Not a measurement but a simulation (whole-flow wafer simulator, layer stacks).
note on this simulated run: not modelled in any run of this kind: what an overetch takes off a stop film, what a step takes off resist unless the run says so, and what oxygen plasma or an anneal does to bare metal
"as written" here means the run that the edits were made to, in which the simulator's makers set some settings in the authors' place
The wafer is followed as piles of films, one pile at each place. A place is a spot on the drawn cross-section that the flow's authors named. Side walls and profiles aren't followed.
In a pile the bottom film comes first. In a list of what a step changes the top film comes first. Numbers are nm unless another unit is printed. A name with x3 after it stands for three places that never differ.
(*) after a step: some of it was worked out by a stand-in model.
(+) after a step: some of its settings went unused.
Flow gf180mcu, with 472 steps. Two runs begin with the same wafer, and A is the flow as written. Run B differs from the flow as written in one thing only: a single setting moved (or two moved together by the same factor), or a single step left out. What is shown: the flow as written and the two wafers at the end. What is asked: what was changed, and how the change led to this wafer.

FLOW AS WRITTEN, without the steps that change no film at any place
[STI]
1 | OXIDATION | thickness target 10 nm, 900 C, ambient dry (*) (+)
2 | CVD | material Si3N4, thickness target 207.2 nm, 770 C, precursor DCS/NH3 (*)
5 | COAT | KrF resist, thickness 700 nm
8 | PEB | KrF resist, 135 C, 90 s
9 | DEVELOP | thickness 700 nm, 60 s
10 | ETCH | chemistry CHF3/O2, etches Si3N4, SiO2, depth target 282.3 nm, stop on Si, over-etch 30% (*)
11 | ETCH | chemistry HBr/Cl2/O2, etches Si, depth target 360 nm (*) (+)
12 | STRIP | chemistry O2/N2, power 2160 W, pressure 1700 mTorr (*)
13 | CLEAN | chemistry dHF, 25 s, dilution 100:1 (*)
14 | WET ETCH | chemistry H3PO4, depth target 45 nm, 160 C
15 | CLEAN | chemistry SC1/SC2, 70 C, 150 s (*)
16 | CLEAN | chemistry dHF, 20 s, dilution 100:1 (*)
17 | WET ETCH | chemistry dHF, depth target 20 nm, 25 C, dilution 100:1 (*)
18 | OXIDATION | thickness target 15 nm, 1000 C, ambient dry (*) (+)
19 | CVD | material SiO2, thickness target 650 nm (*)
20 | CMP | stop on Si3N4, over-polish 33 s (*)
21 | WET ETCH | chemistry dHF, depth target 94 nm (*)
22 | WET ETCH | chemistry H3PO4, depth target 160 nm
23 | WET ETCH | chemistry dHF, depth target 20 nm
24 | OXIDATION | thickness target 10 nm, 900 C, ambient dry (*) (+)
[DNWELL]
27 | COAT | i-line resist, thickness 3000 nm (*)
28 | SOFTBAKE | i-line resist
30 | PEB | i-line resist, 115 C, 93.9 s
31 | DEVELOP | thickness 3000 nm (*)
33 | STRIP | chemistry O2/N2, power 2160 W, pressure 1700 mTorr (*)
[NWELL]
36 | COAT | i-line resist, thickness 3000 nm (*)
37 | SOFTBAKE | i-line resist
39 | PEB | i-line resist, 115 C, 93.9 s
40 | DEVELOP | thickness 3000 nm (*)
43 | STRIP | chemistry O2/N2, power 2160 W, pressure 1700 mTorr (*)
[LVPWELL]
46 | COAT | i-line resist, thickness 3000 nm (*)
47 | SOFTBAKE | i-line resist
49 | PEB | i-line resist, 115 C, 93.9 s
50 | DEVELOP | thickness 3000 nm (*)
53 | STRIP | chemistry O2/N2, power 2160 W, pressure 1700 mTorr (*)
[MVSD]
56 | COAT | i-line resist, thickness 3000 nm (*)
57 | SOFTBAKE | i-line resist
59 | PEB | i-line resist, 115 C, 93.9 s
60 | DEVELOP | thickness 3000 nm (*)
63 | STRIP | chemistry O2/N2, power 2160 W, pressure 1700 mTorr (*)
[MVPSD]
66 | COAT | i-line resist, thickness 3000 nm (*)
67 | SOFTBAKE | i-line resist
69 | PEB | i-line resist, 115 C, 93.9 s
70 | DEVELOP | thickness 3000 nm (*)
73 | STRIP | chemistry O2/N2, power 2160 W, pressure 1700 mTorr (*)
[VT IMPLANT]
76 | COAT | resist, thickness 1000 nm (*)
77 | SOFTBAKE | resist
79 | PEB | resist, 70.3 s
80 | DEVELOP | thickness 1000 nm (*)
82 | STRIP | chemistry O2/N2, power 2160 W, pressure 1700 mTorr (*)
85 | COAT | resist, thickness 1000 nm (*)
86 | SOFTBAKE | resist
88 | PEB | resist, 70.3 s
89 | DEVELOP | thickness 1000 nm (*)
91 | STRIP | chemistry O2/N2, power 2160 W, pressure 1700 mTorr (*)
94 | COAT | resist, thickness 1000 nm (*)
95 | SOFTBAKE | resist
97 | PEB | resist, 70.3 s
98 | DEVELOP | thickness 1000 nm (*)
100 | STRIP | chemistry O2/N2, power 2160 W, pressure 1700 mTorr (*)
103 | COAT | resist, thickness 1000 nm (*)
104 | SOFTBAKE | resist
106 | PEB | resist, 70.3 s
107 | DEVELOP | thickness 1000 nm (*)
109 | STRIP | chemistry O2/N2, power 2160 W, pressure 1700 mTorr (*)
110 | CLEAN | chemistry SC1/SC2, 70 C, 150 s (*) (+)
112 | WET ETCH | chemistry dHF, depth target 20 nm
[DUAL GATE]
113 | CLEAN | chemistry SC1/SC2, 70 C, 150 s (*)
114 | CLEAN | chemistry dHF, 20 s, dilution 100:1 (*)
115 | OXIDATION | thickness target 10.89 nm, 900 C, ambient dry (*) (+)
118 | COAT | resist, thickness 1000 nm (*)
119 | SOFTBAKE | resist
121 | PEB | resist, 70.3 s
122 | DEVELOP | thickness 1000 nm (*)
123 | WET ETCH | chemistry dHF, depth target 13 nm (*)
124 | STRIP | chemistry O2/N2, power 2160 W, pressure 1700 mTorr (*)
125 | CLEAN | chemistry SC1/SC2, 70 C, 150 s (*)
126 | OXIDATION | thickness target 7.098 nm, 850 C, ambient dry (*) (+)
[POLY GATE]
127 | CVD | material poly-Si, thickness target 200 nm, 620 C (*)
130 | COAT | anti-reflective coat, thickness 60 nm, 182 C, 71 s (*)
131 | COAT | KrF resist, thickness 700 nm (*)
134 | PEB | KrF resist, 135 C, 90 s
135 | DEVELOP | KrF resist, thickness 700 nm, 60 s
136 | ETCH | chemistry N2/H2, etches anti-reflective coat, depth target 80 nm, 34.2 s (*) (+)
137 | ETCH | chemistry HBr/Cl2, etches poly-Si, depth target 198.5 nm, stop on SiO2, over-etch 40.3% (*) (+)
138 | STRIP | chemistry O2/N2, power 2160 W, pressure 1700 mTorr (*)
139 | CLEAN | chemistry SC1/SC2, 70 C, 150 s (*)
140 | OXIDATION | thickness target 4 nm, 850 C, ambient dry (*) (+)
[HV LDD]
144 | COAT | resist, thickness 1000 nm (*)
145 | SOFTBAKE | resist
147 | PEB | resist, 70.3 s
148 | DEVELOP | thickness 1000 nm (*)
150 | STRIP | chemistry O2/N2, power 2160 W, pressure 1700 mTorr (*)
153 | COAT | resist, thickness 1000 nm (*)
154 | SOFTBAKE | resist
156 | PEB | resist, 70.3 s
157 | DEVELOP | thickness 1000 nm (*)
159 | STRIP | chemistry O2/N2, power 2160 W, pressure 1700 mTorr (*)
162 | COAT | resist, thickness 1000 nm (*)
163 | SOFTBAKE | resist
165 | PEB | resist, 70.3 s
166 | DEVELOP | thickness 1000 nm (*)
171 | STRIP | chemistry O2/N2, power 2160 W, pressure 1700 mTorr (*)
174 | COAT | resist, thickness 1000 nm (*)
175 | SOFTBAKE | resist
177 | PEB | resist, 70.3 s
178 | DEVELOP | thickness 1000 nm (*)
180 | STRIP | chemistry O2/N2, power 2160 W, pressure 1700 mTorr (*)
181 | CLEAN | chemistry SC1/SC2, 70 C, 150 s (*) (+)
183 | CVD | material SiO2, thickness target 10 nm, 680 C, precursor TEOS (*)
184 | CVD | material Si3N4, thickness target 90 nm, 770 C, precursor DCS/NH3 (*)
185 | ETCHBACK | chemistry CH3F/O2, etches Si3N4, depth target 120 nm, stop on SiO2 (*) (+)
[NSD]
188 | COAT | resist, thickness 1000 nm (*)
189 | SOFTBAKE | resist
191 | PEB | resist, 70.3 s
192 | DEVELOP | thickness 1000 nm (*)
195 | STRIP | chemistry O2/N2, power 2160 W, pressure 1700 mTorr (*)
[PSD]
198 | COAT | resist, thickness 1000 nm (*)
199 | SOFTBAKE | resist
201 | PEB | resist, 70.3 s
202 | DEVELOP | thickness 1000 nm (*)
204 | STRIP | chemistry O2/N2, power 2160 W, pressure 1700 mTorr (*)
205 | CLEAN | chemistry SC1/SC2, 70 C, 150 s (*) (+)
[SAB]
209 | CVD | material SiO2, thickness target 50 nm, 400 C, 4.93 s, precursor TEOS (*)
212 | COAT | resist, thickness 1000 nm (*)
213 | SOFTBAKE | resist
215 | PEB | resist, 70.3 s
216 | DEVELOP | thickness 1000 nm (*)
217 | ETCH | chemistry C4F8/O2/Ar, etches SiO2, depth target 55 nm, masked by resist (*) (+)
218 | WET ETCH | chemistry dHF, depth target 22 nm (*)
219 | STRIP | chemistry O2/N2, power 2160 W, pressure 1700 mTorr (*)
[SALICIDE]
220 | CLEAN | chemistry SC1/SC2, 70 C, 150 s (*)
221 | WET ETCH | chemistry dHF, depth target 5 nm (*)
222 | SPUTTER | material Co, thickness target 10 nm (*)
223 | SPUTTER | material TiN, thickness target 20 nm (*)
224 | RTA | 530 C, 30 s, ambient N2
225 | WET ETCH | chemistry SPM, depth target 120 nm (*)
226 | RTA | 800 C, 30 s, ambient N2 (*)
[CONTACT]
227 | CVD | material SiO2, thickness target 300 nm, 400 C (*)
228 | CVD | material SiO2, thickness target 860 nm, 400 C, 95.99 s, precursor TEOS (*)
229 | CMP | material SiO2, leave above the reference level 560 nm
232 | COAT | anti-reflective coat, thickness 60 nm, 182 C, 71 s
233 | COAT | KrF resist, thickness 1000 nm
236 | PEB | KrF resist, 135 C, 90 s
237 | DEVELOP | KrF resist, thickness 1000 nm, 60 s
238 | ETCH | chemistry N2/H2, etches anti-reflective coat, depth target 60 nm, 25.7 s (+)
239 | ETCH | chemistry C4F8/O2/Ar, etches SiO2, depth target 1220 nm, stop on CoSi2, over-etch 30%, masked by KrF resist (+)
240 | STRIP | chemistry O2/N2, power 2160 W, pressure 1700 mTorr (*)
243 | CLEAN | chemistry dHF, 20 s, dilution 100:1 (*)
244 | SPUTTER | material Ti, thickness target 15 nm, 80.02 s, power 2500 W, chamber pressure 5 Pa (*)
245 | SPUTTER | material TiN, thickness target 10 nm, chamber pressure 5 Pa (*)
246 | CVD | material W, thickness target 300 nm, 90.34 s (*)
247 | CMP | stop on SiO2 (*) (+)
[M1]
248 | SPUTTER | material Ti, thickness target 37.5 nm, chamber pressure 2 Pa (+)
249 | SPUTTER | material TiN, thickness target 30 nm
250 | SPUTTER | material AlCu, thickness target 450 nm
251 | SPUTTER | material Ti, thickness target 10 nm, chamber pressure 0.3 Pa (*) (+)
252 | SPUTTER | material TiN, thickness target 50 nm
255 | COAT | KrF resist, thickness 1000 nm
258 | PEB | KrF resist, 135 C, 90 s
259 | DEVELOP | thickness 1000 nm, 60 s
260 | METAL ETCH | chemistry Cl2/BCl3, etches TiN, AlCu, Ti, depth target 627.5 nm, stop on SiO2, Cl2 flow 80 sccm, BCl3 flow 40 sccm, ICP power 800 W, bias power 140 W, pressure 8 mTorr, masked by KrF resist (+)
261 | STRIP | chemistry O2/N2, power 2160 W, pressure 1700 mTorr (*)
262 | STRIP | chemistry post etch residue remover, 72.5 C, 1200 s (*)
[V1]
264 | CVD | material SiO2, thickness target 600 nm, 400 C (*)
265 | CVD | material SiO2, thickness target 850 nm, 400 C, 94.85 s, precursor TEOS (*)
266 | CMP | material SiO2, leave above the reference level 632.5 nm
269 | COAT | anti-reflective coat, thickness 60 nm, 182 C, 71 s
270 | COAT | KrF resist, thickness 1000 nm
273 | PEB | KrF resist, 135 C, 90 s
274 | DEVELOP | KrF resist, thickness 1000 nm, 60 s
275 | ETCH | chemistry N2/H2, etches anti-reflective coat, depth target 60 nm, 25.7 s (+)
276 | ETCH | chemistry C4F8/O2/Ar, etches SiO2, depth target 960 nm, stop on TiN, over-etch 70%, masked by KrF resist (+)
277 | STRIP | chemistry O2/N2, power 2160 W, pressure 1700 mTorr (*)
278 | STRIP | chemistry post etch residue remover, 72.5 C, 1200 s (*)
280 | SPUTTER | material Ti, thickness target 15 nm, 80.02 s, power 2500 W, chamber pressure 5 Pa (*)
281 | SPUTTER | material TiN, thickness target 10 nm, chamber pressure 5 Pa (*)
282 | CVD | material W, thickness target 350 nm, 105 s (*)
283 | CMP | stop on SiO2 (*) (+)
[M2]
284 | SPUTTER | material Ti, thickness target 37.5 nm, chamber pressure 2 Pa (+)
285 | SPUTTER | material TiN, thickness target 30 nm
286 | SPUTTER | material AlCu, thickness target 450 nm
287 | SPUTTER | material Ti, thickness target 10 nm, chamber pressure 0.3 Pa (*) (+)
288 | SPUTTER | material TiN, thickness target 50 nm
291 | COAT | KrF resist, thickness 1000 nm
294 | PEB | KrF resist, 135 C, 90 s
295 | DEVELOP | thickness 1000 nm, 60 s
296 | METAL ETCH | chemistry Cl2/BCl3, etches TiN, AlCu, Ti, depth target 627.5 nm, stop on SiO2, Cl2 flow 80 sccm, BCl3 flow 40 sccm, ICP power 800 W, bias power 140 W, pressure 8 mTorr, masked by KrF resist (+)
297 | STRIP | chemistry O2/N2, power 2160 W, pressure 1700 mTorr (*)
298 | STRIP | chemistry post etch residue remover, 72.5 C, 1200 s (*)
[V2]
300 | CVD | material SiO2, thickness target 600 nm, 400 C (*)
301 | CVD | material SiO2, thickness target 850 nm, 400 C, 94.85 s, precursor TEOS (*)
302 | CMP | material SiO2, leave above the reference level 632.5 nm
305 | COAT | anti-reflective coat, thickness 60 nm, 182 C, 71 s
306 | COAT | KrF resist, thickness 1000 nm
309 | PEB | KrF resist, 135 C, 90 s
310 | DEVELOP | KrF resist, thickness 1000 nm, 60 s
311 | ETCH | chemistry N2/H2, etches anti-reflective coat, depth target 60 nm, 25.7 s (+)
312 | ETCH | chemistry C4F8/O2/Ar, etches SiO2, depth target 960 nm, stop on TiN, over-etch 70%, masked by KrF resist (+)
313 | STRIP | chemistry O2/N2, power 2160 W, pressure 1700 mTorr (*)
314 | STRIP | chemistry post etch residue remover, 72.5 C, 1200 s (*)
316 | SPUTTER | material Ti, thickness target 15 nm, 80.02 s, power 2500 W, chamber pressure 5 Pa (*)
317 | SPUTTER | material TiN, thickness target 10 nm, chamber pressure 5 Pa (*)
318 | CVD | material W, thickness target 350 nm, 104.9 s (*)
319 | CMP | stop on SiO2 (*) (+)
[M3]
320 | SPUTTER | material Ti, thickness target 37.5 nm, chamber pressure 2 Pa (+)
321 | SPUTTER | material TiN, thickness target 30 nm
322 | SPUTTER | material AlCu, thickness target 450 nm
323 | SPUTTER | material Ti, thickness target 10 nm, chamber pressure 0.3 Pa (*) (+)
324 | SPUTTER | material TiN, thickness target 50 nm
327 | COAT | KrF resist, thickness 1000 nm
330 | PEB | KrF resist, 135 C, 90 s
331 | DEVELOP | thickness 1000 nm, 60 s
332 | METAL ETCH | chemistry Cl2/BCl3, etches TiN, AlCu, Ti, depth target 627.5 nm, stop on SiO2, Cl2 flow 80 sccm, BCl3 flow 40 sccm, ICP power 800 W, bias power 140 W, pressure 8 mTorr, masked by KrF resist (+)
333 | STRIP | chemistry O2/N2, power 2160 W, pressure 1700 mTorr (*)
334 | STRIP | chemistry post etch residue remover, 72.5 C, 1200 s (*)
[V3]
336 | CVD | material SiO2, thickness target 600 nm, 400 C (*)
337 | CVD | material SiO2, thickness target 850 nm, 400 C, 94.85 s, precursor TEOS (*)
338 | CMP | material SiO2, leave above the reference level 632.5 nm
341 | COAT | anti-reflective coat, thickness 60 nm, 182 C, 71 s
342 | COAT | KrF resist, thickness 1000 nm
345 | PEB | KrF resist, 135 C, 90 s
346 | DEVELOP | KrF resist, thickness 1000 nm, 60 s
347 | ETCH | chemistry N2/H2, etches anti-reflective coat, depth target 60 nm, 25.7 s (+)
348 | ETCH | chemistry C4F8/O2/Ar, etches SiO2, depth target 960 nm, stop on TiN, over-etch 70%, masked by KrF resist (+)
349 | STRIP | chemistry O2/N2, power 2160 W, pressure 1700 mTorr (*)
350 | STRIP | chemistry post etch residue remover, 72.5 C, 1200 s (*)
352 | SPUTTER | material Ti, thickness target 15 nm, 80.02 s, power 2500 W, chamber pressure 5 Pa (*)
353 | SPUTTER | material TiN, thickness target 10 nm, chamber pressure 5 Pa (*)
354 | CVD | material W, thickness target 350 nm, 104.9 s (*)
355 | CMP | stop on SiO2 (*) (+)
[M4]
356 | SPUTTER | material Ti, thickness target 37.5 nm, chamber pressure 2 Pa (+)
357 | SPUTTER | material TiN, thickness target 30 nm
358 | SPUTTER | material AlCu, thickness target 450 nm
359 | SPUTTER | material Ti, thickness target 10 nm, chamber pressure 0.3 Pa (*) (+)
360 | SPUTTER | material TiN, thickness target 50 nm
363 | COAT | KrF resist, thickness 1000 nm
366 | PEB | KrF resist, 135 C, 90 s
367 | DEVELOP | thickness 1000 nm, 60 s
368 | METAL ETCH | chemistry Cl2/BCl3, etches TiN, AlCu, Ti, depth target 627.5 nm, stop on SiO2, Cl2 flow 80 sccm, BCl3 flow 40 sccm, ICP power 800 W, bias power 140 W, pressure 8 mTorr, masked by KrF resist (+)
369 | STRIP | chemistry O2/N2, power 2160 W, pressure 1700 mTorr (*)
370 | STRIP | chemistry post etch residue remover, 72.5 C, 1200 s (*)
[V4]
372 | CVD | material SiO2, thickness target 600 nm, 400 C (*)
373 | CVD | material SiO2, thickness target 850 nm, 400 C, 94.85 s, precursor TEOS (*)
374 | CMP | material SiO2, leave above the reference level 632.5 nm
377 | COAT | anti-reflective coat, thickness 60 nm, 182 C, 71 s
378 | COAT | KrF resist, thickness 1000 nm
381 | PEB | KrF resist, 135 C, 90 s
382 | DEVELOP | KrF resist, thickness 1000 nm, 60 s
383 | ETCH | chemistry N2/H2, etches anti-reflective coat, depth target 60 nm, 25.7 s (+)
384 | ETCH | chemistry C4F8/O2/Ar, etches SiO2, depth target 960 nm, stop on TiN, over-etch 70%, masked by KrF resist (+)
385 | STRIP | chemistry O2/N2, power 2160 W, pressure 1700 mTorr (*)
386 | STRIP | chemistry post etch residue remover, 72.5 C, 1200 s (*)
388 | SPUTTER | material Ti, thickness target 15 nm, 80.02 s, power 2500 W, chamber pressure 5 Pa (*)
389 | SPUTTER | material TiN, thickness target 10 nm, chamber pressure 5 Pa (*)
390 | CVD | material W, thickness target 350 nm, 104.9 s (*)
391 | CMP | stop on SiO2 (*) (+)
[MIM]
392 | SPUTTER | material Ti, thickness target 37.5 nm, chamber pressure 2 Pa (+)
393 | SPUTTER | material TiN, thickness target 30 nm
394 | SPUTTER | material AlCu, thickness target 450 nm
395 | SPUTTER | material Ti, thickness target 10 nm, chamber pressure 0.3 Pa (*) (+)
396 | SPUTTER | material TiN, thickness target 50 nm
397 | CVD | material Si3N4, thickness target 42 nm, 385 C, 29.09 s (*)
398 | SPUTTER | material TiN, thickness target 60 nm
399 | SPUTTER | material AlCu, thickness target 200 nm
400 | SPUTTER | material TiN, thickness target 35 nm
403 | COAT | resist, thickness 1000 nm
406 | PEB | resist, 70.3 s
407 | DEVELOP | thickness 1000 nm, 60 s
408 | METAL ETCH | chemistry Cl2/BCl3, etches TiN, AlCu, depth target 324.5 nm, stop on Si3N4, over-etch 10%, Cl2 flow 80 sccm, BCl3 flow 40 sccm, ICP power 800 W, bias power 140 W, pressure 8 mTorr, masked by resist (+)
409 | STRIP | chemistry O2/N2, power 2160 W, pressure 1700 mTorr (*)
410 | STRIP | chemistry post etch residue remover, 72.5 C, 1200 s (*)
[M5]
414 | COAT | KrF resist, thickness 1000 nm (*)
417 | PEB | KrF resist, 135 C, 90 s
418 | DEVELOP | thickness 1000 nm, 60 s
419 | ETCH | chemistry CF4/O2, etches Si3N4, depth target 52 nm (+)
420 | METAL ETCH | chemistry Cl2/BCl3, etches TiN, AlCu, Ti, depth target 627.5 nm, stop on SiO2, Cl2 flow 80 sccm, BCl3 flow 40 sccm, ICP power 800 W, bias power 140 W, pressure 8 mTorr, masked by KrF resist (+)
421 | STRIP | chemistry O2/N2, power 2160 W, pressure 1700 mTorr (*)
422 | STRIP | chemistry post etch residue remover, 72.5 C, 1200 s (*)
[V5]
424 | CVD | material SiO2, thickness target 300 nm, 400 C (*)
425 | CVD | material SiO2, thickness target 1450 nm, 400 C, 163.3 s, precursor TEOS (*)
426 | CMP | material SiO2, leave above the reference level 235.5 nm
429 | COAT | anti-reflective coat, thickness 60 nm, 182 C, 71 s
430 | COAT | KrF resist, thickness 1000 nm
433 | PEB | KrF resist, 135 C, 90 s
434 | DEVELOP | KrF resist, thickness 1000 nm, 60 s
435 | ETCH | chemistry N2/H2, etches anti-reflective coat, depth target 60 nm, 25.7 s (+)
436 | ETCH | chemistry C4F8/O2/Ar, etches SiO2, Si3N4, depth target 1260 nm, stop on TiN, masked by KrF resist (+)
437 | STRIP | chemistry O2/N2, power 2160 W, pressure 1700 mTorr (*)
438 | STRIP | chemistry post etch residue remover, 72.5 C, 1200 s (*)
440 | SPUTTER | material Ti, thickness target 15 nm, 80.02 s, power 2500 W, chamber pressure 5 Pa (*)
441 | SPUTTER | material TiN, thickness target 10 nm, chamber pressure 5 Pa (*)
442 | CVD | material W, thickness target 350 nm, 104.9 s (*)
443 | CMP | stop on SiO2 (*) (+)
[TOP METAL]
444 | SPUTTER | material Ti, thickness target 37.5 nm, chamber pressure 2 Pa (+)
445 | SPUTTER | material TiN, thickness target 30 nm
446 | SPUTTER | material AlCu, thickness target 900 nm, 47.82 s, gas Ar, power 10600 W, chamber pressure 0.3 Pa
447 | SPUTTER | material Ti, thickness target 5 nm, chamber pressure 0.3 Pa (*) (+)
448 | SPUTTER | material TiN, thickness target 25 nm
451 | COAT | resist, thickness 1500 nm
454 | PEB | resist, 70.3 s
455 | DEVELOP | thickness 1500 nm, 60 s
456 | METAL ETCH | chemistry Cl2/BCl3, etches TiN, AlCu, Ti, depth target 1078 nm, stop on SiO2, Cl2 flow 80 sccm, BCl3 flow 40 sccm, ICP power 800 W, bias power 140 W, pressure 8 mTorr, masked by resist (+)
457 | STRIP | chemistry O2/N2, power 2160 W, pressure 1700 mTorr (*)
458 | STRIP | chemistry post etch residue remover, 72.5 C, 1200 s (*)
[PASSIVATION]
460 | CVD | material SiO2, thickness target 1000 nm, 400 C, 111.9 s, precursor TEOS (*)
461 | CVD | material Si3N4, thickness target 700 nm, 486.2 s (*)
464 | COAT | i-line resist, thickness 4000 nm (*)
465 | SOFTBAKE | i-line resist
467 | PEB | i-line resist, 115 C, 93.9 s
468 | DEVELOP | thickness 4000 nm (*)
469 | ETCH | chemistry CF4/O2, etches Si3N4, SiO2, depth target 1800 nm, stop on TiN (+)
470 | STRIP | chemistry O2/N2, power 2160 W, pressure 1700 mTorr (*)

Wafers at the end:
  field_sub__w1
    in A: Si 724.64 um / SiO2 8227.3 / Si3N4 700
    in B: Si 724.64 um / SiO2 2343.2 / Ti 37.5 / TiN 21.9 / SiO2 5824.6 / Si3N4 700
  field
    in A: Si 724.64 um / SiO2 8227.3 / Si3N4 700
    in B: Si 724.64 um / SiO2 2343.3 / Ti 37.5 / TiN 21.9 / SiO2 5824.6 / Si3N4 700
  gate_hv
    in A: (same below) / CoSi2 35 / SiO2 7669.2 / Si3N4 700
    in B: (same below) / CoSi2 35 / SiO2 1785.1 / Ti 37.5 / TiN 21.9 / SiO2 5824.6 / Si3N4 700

Cause: step 296, METAL ETCH: depth target 517.7 nm was run, while the flow as written has depth target 627.5 nm.

Step by step, how the change led to this:
  296 | METAL ETCH | chemistry Cl2/BCl3, etches TiN, AlCu, Ti, depth target 627.5 nm, stop on SiO2, Cl2 flow 80 sccm, BCl3 flow 40 sccm, ICP power 800 W, bias power 140 W, pressure 8 mTorr, masked by KrF resist (+)
      field, field__w1, field__w2 and 103 more: A TiN loses 50 (all of it), Ti loses 10 (all of it), AlCu loses 450 (all of it), TiN loses 30 (all of it), Ti loses 37.5 (all of it) | B TiN loses 50 (all of it), Ti loses 10 (all of it), AlCu loses 450 (all of it), TiN loses 7.7
      field__w8, contact, m1, m1__w1, m1_nw: A KrF resist loses 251 | B KrF resist loses 207.1
  297 | STRIP | chemistry O2/N2, power 2160 W, pressure 1700 mTorr (*)
      field__w8, contact, m1, m1__w1, m1_nw: A KrF resist loses 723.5 (all of it) | B KrF resist loses 767.4 (all of it)
  300 | CVD | material SiO2, thickness target 600 nm, 400 C (*)
      field, field__w1, field__w2 and 103 more: A SiO2 gains 600 | B SiO2 gains 600 (new film)
  302 | CMP | material SiO2, leave above the reference level 632.5 nm
      field, field__w1, field__w2 and 103 more: A SiO2 loses 300 | B SiO2 loses 359.4
With metal films that touch counted as one body, field_sub__w1 has 1 body; the flow as written gives 0 bodies.
With metal films that touch counted as one body, field has 1 body; the flow as written gives 0 bodies.
With metal films that touch counted as one body, gate_hv has 2 bodies (between them, from the top down: SiO2 1785.1); the flow as written gives 1 body.
